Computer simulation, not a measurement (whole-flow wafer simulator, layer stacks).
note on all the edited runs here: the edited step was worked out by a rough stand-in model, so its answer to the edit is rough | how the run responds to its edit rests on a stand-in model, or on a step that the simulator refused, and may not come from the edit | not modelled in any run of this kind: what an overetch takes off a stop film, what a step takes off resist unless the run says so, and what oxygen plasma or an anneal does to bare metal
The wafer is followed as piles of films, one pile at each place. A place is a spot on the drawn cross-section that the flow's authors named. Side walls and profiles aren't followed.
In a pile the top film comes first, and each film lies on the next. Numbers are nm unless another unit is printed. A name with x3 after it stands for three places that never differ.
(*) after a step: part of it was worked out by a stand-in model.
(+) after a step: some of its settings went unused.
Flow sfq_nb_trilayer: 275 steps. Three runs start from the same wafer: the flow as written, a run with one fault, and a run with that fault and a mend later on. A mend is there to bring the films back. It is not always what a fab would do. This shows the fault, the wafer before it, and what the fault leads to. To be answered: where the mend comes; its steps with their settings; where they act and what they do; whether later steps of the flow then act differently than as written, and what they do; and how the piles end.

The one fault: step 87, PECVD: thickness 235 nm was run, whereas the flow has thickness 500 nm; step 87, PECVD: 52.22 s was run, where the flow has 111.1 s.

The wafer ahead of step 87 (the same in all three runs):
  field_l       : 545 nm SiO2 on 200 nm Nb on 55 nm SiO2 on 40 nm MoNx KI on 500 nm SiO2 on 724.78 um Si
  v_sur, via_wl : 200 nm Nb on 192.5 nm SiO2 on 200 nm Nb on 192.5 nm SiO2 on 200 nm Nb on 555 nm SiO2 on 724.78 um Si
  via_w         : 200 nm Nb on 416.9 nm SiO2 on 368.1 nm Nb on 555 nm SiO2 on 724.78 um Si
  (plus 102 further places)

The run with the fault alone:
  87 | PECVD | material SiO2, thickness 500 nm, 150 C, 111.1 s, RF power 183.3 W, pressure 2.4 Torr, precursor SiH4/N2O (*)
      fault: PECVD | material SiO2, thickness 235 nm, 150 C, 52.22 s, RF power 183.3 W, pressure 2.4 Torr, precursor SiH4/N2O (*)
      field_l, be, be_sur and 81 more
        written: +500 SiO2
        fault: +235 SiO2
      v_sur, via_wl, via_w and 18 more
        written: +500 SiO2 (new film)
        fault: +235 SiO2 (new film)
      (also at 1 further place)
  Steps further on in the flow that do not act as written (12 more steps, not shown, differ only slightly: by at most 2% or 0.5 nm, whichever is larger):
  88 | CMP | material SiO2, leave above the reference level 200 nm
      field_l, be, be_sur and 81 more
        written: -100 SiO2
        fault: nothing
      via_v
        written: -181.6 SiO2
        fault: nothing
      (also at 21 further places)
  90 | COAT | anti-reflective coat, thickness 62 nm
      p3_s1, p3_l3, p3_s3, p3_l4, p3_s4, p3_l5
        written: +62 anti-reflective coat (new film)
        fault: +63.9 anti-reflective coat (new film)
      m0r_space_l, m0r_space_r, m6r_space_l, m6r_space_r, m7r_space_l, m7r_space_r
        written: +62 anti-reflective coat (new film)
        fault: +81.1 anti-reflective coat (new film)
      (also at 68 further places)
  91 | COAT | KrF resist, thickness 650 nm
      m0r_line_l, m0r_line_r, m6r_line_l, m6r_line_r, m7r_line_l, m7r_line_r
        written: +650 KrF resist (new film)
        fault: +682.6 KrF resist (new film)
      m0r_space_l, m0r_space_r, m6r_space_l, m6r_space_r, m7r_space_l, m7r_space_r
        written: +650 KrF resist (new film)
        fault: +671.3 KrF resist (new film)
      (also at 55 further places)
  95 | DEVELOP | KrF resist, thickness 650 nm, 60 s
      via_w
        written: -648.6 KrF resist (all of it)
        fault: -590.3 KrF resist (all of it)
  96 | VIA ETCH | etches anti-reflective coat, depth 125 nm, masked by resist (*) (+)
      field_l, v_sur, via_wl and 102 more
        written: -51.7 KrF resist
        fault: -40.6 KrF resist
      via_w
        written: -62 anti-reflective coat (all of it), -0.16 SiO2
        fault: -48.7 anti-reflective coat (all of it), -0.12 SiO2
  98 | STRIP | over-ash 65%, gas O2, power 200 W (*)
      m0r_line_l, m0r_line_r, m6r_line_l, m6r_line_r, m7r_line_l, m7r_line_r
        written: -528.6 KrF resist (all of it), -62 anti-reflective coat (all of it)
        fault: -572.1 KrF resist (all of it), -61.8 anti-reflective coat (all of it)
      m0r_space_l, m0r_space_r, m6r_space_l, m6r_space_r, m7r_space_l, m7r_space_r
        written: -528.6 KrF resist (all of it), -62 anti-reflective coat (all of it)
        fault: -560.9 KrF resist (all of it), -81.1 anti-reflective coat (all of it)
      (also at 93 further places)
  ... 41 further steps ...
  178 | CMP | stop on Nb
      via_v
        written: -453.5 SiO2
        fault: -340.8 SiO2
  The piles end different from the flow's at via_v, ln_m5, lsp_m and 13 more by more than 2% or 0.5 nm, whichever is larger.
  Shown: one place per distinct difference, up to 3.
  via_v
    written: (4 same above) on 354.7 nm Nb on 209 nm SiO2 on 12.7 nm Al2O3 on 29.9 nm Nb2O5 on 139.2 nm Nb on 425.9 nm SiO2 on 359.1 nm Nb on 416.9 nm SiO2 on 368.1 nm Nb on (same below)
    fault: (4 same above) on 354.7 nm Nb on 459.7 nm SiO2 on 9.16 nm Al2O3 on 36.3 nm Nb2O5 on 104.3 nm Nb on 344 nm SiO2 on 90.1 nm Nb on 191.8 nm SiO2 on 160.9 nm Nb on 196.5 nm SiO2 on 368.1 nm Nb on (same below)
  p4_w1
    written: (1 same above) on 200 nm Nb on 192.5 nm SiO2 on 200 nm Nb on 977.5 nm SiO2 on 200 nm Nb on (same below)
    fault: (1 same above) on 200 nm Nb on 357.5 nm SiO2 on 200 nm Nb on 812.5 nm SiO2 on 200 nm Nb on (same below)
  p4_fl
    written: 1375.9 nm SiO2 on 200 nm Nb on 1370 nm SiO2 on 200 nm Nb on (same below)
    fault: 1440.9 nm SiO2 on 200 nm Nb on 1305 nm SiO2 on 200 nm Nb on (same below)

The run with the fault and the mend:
  The mend follows step 87.
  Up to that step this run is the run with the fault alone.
  87a | PECVD | material SiO2, thickness 265 nm, 150 C, 58.89 s, RF power 183.3 W, pressure 2.4 Torr, precursor SiH4/N2O (*) (a further turn of the flow's step 87, with different settings)
      field_l, v_sur, via_wl and 103 more
        +265 SiO2
  Steps further on in the flow that do not act as written:
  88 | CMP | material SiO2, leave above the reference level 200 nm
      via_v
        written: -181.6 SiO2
        mend: -44.6 SiO2
  The piles end the same as the flow's at every place that both follow.
